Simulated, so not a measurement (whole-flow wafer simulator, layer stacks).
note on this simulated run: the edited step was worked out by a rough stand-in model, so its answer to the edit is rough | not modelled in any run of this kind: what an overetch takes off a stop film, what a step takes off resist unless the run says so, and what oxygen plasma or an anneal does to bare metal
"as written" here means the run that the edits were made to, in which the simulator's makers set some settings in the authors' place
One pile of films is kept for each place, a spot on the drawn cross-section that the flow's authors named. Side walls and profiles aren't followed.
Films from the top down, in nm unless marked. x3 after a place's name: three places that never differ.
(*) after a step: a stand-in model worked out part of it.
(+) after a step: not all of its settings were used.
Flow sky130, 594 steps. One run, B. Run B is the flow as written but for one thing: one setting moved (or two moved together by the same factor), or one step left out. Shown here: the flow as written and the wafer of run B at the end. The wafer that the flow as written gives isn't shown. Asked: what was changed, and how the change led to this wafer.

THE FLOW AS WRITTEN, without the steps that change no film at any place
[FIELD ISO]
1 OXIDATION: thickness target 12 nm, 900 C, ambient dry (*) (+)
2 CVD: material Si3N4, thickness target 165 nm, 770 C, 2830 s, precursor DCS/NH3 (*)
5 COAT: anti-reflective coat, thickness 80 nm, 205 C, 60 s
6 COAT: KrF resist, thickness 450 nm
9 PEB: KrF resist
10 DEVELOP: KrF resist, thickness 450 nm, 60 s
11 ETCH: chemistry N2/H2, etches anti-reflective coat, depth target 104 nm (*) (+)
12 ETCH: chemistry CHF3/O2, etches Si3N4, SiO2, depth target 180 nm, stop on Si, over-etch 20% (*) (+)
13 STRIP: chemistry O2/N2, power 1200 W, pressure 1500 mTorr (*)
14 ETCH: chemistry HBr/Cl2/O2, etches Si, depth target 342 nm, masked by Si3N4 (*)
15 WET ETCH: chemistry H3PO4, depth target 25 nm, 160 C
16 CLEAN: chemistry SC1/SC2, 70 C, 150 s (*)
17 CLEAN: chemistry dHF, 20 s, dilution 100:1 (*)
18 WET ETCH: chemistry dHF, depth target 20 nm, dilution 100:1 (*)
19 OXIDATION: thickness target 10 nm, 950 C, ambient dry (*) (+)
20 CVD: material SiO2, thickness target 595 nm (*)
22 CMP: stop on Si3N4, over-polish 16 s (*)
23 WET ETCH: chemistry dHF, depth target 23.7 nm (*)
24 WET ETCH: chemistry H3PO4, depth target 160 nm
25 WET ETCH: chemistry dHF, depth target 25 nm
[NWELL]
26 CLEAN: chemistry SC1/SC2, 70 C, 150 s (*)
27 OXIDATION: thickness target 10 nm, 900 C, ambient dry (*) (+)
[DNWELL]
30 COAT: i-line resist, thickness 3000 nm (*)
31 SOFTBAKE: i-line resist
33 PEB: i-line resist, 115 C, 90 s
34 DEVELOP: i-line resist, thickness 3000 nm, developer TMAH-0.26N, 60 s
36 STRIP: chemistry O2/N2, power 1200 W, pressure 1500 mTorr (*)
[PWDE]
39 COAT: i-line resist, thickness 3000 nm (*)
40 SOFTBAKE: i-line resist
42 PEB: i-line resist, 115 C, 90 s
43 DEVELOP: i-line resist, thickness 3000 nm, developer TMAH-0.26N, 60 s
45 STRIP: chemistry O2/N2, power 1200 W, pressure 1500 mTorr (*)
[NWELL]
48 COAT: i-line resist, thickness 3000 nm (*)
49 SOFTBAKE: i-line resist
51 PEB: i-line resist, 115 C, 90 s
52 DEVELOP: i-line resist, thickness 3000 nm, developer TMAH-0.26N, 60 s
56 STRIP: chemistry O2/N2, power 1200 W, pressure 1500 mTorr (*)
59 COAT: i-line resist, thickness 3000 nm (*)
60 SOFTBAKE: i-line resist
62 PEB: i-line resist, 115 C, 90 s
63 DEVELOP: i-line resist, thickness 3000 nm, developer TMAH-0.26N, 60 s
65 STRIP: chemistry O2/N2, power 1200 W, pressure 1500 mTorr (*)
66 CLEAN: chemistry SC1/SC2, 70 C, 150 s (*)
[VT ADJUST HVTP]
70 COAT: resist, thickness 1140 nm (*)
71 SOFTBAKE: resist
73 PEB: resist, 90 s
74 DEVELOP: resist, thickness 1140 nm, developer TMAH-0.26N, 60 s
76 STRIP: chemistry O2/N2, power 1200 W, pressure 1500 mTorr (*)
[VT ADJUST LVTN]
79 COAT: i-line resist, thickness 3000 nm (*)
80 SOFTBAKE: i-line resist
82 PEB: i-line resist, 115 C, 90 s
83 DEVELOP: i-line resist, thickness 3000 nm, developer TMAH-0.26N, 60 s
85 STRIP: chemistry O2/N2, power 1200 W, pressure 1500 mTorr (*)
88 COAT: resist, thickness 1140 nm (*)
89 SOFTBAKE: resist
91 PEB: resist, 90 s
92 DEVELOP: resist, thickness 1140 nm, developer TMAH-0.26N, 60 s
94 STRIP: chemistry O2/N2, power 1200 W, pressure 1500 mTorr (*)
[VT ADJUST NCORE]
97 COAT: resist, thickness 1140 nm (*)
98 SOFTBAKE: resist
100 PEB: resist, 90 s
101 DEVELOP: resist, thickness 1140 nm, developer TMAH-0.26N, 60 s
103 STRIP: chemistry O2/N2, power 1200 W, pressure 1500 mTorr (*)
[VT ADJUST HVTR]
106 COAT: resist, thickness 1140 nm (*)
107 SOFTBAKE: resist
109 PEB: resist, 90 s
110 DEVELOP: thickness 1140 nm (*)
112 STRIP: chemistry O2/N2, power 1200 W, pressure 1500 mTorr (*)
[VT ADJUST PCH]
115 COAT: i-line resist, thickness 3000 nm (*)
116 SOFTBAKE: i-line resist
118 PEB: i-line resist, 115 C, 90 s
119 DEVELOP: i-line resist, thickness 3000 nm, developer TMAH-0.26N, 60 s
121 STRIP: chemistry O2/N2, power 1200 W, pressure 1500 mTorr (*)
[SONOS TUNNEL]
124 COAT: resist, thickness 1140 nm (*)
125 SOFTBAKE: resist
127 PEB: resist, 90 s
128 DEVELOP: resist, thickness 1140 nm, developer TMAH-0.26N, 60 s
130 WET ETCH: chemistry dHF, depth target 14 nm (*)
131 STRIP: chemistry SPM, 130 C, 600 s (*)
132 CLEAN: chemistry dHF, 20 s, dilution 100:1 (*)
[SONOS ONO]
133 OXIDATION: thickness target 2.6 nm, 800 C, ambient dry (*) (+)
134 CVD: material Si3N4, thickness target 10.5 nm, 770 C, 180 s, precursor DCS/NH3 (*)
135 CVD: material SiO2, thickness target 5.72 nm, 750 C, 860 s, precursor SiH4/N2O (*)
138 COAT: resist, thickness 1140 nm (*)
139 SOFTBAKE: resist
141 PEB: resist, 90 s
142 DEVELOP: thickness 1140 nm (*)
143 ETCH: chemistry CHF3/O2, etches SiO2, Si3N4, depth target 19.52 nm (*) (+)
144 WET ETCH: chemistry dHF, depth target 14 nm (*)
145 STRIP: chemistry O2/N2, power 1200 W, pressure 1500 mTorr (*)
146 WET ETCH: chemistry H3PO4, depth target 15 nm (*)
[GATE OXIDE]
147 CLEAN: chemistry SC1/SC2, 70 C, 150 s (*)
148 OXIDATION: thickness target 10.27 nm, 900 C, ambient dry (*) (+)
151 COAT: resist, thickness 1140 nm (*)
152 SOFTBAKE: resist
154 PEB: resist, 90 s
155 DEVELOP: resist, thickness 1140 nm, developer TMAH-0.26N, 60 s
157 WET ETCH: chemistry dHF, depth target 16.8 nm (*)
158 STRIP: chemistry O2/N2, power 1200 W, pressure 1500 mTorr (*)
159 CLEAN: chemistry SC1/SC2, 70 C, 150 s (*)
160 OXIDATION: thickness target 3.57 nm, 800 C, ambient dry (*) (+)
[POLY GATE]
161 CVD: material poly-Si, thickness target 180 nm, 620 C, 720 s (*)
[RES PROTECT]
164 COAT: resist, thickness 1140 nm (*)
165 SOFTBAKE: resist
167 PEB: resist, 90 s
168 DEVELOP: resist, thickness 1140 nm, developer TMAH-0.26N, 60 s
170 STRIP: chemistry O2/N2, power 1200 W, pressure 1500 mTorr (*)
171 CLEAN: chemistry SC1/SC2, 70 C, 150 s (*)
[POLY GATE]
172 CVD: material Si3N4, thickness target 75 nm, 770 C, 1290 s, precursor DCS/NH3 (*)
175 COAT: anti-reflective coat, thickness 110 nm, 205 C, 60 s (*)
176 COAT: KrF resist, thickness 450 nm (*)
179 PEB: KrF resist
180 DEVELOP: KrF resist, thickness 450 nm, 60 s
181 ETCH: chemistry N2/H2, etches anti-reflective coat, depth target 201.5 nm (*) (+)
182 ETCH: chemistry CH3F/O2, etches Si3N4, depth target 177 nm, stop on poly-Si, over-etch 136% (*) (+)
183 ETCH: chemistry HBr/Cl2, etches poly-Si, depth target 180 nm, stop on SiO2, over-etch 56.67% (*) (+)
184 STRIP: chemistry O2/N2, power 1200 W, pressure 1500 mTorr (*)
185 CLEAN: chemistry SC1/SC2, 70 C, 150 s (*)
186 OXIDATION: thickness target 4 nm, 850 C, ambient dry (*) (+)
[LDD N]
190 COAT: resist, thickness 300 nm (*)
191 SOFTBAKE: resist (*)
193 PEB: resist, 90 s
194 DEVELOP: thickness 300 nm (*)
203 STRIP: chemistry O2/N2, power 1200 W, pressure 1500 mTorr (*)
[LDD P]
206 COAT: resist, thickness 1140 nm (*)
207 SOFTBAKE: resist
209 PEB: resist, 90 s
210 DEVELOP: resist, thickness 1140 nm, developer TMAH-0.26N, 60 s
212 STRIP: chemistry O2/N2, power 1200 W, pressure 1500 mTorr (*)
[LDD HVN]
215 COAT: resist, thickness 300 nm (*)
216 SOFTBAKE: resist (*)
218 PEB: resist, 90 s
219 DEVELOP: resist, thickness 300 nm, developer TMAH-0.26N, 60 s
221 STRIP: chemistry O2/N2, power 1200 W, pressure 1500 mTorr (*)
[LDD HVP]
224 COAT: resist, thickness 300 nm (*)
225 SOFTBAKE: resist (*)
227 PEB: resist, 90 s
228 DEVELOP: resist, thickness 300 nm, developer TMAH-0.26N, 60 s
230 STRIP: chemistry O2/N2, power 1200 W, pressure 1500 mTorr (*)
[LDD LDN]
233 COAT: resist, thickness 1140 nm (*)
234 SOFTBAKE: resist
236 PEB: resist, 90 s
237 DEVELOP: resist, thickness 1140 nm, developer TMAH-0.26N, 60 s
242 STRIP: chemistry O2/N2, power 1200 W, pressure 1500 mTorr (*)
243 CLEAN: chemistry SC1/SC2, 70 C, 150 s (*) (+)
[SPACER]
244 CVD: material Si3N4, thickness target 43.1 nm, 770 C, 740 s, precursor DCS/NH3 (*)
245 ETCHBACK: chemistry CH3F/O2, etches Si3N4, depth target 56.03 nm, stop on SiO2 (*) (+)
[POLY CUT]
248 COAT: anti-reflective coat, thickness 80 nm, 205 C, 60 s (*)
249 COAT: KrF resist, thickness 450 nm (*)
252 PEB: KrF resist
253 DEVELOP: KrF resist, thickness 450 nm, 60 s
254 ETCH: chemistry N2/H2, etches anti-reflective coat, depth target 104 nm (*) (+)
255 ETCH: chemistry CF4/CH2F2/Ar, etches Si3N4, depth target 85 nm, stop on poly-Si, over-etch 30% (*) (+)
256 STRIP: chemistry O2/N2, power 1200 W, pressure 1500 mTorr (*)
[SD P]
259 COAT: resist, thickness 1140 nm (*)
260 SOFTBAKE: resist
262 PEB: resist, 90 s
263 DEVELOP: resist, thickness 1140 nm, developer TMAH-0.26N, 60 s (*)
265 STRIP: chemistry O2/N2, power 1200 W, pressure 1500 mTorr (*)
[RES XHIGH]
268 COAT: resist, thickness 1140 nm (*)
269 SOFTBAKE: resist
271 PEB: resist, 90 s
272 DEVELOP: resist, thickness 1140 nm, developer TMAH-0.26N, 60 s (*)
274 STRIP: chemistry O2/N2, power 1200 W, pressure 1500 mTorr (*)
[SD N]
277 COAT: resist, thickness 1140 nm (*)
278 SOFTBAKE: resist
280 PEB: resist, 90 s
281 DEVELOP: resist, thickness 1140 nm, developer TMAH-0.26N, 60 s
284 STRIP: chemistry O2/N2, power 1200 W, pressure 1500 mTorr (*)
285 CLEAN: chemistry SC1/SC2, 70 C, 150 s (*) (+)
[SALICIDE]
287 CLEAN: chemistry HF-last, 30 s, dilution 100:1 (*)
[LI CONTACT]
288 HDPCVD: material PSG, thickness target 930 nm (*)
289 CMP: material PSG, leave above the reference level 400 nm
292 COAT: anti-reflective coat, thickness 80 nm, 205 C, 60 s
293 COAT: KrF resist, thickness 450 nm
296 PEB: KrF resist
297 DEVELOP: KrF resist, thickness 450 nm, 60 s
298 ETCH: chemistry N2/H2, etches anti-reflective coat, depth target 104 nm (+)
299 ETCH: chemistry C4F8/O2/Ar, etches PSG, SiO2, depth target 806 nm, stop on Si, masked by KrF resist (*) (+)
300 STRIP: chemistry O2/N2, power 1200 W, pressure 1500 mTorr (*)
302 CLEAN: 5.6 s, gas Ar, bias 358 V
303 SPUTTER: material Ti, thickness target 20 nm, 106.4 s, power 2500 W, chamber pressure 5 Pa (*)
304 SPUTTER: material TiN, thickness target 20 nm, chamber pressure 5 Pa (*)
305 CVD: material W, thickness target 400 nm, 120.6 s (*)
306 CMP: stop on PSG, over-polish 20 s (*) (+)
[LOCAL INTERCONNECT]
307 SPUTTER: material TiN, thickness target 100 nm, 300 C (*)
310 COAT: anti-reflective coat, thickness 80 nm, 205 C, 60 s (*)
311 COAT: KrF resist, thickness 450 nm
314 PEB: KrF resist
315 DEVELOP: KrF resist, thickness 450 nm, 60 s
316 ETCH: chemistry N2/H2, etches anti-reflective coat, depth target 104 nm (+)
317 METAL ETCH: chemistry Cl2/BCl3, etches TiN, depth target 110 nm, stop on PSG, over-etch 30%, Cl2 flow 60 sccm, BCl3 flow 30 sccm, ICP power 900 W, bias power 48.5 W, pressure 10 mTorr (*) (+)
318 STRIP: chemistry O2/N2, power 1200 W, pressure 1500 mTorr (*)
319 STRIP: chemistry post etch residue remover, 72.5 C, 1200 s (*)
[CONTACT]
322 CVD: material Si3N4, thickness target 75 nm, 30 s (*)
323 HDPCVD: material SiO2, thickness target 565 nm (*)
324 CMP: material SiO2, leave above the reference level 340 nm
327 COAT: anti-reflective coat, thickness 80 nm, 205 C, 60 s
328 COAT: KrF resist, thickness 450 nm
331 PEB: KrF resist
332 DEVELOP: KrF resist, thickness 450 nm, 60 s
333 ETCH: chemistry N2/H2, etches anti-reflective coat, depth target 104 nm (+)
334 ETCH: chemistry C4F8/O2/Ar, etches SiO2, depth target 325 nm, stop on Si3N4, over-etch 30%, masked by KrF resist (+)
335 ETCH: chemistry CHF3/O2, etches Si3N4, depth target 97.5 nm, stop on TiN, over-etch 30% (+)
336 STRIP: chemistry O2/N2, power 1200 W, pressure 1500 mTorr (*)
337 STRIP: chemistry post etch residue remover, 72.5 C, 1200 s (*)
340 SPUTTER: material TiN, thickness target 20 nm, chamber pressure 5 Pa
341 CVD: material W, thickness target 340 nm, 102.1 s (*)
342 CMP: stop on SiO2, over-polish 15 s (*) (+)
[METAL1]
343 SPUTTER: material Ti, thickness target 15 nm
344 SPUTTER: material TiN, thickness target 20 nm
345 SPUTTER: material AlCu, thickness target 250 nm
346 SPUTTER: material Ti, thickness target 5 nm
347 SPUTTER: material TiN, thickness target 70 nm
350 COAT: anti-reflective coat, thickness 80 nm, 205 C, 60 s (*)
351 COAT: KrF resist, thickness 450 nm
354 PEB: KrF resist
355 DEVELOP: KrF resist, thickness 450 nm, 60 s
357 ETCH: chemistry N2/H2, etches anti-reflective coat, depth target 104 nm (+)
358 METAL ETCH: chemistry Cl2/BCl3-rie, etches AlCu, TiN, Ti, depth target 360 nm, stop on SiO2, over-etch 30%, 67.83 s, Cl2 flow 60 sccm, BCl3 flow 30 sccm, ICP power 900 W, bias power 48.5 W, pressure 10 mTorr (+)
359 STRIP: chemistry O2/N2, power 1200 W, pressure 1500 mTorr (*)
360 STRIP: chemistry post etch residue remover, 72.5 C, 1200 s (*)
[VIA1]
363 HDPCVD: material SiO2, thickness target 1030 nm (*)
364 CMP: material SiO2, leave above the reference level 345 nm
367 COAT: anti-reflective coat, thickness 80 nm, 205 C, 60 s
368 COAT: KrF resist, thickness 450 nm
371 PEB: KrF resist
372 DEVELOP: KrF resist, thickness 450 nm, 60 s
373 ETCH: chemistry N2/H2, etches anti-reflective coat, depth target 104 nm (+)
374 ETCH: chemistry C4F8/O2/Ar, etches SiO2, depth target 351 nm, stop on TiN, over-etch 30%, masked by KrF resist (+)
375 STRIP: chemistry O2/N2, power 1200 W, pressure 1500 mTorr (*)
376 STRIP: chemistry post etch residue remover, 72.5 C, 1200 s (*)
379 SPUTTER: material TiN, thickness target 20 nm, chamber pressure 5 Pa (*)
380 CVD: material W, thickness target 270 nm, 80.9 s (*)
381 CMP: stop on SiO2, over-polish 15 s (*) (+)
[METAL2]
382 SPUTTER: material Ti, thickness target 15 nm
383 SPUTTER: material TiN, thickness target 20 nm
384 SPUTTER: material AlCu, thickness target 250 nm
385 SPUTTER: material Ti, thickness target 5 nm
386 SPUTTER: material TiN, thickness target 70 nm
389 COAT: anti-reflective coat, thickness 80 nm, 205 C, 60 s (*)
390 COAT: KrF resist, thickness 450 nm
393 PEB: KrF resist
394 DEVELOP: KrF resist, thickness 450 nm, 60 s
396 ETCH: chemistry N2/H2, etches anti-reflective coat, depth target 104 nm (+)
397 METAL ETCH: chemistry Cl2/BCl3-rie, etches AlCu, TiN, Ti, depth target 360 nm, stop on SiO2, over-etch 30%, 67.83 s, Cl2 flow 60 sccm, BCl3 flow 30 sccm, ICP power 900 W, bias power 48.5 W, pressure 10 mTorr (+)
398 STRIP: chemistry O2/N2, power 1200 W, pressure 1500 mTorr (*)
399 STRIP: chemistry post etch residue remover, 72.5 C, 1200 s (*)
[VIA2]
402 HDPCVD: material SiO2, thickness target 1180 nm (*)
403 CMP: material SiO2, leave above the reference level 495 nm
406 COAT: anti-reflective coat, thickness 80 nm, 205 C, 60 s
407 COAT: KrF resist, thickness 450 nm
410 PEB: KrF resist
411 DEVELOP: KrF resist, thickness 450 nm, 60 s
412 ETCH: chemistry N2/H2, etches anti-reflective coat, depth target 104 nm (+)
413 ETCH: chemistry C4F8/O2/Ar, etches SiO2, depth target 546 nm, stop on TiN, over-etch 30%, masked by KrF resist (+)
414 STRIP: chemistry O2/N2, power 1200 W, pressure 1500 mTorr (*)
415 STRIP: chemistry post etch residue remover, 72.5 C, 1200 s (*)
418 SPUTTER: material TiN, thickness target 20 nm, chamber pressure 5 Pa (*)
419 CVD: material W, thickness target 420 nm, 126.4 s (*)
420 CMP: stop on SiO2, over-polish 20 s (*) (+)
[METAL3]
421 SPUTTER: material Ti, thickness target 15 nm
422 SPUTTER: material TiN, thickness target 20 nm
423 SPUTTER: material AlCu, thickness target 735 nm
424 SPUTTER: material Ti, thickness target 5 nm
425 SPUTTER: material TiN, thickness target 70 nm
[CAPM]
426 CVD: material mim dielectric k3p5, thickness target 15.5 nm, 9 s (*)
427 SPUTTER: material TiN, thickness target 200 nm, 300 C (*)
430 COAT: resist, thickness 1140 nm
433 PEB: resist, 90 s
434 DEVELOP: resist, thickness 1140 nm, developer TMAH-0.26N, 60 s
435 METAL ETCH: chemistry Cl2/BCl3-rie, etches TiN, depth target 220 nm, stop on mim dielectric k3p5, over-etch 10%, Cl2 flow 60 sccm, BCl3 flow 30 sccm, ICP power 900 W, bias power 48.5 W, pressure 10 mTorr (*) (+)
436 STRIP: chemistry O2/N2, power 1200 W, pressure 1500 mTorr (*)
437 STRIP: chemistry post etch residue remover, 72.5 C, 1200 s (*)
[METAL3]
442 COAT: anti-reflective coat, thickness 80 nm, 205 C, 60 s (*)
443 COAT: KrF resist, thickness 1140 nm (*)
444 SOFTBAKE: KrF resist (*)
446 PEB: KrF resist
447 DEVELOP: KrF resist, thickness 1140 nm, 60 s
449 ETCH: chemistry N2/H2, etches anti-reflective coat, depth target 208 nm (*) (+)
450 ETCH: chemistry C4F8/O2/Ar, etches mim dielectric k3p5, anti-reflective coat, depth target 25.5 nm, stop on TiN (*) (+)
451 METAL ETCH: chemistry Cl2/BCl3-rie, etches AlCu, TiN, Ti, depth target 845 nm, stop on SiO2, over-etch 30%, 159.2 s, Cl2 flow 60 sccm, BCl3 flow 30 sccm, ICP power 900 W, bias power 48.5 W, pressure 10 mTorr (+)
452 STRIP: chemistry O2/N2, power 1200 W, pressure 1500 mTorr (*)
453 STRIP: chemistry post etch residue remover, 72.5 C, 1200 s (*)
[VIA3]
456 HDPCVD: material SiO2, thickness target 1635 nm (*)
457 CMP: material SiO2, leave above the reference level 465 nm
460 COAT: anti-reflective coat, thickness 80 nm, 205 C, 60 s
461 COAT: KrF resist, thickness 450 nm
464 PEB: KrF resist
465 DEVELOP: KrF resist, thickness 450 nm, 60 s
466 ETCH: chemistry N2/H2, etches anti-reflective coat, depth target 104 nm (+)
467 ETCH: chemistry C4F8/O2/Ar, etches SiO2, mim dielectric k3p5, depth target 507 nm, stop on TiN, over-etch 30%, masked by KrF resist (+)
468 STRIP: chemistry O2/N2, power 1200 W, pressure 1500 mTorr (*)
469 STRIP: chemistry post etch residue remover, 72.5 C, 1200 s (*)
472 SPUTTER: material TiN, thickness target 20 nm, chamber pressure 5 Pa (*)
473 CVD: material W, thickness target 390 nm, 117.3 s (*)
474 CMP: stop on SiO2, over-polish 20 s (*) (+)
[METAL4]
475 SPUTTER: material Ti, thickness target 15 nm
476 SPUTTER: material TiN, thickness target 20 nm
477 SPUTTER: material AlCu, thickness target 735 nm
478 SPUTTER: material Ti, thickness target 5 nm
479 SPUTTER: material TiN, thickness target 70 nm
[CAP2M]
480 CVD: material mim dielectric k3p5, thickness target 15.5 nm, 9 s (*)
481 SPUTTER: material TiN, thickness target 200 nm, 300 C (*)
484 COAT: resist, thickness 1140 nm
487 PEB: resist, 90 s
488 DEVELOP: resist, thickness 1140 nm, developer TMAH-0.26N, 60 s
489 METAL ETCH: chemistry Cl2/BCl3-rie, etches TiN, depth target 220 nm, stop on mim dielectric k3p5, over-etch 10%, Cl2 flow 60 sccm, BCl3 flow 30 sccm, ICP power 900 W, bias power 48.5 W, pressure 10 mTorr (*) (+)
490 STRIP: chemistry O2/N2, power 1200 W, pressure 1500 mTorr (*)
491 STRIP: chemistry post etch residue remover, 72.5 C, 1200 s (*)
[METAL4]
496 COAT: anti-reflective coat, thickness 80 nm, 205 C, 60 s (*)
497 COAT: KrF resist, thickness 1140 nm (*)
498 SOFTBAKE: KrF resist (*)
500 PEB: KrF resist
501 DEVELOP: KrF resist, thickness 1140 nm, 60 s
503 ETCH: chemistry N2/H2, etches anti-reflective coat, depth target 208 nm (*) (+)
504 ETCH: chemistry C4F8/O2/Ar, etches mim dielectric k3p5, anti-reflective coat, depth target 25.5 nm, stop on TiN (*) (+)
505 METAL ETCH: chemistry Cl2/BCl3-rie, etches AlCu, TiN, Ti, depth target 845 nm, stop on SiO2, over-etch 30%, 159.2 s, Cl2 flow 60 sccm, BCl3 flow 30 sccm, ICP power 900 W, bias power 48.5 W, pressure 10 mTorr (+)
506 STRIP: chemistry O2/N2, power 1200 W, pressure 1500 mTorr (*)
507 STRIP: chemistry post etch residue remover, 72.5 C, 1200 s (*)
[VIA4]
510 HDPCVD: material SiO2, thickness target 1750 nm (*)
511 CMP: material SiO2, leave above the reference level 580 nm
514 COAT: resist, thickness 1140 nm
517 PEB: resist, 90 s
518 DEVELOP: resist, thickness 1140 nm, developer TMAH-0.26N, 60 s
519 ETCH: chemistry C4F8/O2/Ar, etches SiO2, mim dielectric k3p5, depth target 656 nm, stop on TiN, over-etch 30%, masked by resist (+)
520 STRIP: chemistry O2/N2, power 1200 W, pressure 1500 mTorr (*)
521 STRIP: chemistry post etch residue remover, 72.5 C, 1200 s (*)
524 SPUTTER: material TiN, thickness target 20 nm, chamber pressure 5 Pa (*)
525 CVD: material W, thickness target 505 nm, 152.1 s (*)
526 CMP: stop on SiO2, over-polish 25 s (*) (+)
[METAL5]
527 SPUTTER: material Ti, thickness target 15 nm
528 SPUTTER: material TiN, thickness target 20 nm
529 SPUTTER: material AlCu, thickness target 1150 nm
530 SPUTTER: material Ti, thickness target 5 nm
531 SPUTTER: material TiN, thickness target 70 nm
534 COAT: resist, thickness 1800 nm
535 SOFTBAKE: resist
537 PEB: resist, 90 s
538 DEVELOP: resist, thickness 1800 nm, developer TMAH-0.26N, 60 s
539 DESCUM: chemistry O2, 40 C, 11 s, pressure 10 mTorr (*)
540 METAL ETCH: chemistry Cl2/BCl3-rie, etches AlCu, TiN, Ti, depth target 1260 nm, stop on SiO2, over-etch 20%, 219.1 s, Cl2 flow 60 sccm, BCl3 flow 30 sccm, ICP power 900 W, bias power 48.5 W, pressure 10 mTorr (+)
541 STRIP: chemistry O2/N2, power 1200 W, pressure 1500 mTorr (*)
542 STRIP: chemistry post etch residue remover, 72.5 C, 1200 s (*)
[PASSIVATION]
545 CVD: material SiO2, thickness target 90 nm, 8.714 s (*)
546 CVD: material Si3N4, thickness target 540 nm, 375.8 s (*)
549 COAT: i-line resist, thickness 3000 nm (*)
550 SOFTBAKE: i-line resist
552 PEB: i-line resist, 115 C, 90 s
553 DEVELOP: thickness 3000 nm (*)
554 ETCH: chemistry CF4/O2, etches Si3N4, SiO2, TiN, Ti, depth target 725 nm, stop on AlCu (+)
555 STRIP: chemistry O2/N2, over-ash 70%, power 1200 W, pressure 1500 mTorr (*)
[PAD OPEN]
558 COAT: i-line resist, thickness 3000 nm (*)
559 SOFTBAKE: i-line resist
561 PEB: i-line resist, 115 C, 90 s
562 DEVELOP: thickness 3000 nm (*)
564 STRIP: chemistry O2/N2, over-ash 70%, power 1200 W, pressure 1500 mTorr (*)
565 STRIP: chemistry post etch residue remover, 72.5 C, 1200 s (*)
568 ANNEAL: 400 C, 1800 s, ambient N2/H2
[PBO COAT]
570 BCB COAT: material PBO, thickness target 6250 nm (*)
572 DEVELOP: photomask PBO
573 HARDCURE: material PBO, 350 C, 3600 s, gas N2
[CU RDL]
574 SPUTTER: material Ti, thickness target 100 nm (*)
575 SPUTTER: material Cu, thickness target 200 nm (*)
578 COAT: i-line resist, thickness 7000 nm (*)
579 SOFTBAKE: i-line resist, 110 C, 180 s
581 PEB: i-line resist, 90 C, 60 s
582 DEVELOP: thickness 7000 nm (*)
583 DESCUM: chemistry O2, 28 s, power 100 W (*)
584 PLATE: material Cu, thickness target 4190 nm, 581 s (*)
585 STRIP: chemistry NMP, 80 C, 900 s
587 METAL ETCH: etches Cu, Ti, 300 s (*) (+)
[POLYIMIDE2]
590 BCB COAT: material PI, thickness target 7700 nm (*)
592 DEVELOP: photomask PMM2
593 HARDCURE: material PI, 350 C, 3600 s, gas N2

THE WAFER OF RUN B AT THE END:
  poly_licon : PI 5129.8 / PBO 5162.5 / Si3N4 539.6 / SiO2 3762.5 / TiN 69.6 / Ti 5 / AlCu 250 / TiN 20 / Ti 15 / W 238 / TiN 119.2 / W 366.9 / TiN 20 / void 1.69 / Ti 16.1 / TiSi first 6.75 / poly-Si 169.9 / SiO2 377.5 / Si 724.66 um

The cause: step 341, CVD: thickness target 238 nm was run, where the flow has thickness target 340 nm.

How the change led to this, step by step:
  341 CVD: material W, thickness target 340 nm, 102.1 s (*)
      field, active, n_well and 185 more: W +238 (new film) (as written it would be: W +340 (new film))
      ndiff_licon, ndiff_licon_cpp, rpo_hd_licon: W +588.5 (new film) (as written it would be: W +690.5 (new film))
  342 CMP: stop on SiO2, over-polish 15 s (*) (+)
      poly_licon: nothing (as written it would be: W -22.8)
      field, active, n_well and 184 more: W -238 (all of it), TiN -20 (all of it), SiO2 -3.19 (as written it would be: W -340 (all of it), TiN -20 (all of it), SiO2 -3.19)
      (and at 3 more places)
  350 COAT: anti-reflective coat, thickness 80 nm, 205 C, 60 s (*)
      poly_licon: anti-reflective coat +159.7 (new film) (as written it would be: anti-reflective coat +80.4 (new film))
  359 STRIP: chemistry O2/N2, power 1200 W, pressure 1500 mTorr (*)
      poly_licon: KrF resist -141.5 (all of it), anti-reflective coat -159.7 (all of it) (as written it would be: KrF resist -141.5 (all of it), anti-reflective coat -80.4 (all of it))
  364 CMP: material SiO2, leave above the reference level 345 nm
      poly_licon: SiO2 -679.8 (as written it would be: SiO2 -759)
